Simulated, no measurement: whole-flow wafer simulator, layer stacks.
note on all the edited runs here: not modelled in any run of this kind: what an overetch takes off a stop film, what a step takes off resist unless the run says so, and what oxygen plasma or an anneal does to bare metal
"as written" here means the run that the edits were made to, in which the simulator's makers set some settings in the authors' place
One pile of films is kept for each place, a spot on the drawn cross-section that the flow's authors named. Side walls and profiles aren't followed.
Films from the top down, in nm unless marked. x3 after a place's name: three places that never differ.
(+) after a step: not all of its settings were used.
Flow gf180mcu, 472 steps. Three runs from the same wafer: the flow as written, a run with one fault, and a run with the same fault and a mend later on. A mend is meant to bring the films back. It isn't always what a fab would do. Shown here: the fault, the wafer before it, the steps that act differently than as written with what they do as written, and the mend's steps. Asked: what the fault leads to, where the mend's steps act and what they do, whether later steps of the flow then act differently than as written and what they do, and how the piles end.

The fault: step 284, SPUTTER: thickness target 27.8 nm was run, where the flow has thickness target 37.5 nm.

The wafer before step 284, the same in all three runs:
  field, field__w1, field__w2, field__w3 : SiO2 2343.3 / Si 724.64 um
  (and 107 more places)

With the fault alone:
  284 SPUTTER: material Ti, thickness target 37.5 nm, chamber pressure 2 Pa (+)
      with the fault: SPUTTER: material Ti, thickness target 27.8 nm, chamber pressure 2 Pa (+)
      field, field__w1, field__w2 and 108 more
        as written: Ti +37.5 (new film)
        with the fault: Ti +27.8 (new film)
  Later steps of the flow that act differently than as written:
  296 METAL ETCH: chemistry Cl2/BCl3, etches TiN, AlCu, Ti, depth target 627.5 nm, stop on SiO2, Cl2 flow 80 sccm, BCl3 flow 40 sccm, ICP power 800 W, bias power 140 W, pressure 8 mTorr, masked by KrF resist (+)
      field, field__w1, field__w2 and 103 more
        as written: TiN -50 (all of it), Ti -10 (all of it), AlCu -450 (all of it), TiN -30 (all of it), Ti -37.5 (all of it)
        with the fault: TiN -50 (all of it), Ti -10 (all of it), AlCu -450 (all of it), TiN -30 (all of it), Ti -27.8 (all of it)
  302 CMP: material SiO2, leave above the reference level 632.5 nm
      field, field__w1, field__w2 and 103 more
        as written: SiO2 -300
        with the fault: SiO2 -309.7
  At the end the piles differ from the flow's by more than 2% or 0.5 nm, whichever is larger, at field__w8, contact, m1, m1__w1, m1_nw.
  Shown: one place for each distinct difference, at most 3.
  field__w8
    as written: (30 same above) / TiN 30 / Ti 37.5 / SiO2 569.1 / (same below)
    with the fault: (30 same above) / TiN 30 / Ti 27.8 / SiO2 569.1 / (same below)
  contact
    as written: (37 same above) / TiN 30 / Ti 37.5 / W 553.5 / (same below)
    with the fault: (37 same above) / TiN 30 / Ti 27.8 / W 553.5 / (same below)

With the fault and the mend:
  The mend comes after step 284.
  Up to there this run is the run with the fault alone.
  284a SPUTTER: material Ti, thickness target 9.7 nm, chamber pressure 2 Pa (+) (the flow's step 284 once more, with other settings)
      field, field__w1, field__w2 and 108 more
        Ti +9.7
  No later step of the flow acts differently than as written at any place that is followed.
  At the end the piles are the same as the flow's at every place that both follow.
